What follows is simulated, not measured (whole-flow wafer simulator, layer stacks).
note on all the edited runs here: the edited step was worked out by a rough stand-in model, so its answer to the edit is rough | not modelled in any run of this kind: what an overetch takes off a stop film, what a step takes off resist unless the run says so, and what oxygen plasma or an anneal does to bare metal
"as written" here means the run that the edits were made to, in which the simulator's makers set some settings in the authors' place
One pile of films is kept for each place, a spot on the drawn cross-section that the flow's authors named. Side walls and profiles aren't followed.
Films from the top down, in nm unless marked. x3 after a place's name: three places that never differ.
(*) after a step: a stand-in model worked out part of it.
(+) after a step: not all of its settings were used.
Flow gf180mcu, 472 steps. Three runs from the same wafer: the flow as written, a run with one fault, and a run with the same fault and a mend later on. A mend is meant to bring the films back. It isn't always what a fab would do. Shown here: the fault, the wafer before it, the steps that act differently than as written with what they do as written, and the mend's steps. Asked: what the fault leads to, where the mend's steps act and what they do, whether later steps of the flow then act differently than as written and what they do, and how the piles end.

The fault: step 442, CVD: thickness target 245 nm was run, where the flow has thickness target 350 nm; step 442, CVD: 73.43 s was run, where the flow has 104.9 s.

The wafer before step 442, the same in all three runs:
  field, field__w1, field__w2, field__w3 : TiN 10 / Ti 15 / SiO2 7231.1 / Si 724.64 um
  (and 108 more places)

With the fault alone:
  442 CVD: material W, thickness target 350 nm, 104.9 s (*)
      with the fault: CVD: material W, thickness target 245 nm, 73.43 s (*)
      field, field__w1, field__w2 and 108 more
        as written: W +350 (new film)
        with the fault: W +245.9 (new film)
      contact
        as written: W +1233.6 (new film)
        with the fault: W +1129.5 (new film)
  Later steps of the flow that act differently than as written:
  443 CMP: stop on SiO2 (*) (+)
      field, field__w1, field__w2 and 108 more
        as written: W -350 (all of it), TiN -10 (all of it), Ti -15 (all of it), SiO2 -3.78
        with the fault: W -245.9 (all of it), TiN -10 (all of it), Ti -15 (all of it), SiO2 -2.73
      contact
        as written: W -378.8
        with the fault: W -273.6
  At the end the piles differ from the flow's only slightly at the places that both follow, by at most 2% or 0.5 nm, whichever is larger.

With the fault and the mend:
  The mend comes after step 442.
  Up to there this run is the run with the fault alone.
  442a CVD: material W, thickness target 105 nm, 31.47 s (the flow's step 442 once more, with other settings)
      field, field__w1, field__w2 and 109 more
        W +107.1
  No later step of the flow acts differently than as written, at any place that is followed, by more than 2% or 0.5 nm, whichever is larger.
  At the end the piles differ from the flow's only slightly at the places that both follow, by at most 2% or 0.5 nm, whichever is larger.
